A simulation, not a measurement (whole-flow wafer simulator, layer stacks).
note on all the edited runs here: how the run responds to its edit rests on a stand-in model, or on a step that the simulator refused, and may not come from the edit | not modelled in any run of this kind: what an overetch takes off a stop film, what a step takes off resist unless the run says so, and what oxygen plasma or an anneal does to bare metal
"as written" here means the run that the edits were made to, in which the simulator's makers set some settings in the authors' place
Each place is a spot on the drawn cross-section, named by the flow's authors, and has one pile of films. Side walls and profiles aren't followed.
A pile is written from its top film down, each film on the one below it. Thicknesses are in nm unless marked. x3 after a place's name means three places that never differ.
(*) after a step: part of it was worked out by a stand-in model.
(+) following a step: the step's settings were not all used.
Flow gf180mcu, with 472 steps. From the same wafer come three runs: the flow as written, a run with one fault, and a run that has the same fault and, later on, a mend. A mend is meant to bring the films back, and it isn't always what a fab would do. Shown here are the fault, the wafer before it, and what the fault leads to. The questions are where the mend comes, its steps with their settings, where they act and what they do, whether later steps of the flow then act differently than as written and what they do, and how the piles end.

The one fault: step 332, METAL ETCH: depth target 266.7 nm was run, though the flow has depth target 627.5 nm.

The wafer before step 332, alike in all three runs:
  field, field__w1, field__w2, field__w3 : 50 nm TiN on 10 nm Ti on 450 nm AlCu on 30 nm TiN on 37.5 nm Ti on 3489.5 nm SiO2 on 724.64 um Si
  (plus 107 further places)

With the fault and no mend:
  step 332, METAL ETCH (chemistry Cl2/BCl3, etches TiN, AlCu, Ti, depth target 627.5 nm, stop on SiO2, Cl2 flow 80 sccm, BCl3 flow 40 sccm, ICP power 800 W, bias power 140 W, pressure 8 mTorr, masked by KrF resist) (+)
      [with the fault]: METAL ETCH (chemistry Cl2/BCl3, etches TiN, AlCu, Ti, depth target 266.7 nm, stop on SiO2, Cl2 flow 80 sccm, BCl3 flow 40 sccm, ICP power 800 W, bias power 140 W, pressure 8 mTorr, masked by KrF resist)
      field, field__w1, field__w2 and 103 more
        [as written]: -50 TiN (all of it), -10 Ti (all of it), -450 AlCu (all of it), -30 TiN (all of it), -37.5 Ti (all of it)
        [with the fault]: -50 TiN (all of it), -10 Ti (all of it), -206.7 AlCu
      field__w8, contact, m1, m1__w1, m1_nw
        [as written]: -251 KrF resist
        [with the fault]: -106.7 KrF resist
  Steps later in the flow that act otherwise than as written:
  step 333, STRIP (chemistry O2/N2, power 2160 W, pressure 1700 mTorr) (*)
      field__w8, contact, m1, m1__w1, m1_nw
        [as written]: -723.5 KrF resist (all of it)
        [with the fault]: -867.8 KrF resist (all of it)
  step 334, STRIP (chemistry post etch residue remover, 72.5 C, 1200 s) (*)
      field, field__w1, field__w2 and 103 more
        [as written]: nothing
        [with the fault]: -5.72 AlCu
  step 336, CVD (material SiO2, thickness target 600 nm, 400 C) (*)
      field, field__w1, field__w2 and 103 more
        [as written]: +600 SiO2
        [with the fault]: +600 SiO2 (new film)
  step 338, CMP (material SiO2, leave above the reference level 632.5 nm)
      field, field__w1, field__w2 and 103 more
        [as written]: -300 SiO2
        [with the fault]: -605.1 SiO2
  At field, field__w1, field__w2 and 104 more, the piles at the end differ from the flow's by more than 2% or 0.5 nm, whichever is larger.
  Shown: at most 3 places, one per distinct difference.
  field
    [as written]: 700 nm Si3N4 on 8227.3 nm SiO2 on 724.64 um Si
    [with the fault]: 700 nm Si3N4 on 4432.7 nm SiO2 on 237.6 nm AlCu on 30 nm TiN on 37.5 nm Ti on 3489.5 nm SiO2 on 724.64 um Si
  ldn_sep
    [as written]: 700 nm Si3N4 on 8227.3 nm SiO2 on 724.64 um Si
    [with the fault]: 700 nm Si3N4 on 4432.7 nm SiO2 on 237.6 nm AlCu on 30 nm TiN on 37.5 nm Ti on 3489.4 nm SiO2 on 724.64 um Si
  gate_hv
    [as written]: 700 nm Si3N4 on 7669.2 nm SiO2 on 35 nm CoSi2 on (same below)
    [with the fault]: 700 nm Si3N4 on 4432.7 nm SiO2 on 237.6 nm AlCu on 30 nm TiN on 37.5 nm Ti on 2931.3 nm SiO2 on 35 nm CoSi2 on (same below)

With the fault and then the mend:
  The mend stands after step 334.
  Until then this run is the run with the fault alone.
  step 334a, DEHYDRATE (200 C, 60 s) (the flow's step 325, run once more)
      leaves every film unchanged at each place that is followed
  step 334b, HMDS (120 C, 60 s) (the flow's step 326, run once more)
      leaves every film unchanged at each place that is followed
  step 334c, COAT (KrF resist, thickness 1000 nm) (*) (the flow's step 327, run once more)
      iso_ptap_pw, iso_ntap_nw, iso_nw_fld and 33 more
        +1000 KrF resist (new film)
      field_sub__w2, field_sub__w4, ld_gate_n and 13 more
        +1001.7 KrF resist (new film)
      field__w5, field__w6, field__w9 and 9 more
        +1001.8 KrF resist (new film)
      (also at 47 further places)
  step 334d, SOFTBAKE (KrF resist) (the flow's step 328, run once more)
      leaves every film unchanged at each place that is followed
  step 334e, EXPOSE (photomask Metal3) (the flow's step 329, run once more)
      leaves every film unchanged at each place that is followed
  step 334f, PEB (KrF resist, 135 C, 90 s) (the flow's step 330, run once more)
      field__w1, field__w2, field__w3 and 60 more
        -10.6 KrF resist
      iso_ptap_pw, iso_ntap_nw, iso_nw_fld and 33 more
        -10.5 KrF resist
      field__w8, m1
        -7.23 KrF resist
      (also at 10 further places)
  step 334g, DEVELOP (thickness 1000 nm, 60 s) (the flow's step 331, run once more)
      iso_ptap_pw, iso_ntap_nw, iso_nw_fld and 33 more
        -989.5 KrF resist (all of it)
      field__w5, field__w9, field_sub__w3 and 16 more
        -991.2 KrF resist (all of it)
      field__w6, field_sub, field_sub__w1 and 10 more
        -991.3 KrF resist (all of it)
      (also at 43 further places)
  step 334h, METAL ETCH (chemistry Cl2/BCl3, etches TiN, AlCu, Ti, depth target 360.8 nm, stop on SiO2, Cl2 flow 80 sccm, BCl3 flow 40 sccm, ICP power 800 W, bias power 140 W, pressure 8 mTorr, masked by KrF resist) (+) (the flow's step 332, run once more with other settings)
      field, field__w1, field__w2 and 103 more
        -237.6 AlCu (all of it), -30 TiN (all of it), -37.5 Ti (all of it)
      field__w8, contact, m1, m1__w1, m1_nw
        -144.3 KrF resist
  step 334i, STRIP (chemistry O2/N2, power 2160 W, pressure 1700 mTorr) (*) (the flow's step 333, run once more)
      field__w8
        -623 KrF resist (all of it)
      contact
        -621.5 KrF resist (all of it)
      m1
        -622.9 KrF resist (all of it)
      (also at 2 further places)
  step 334j, STRIP (chemistry post etch residue remover, 72.5 C, 1200 s) (*) (the flow's step 334, run once more)
      field__w8, contact, m1, m1__w1, m1_nw
        -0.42 TiN
  Every later step of the flow that is run acts as written, at every place that is followed, to within 2% or 0.5 nm, whichever is larger.
  When the end is reached, the piles differ only a little from the flow's at the places that both follow, at most by 2% or 0.5 nm, whichever is larger.
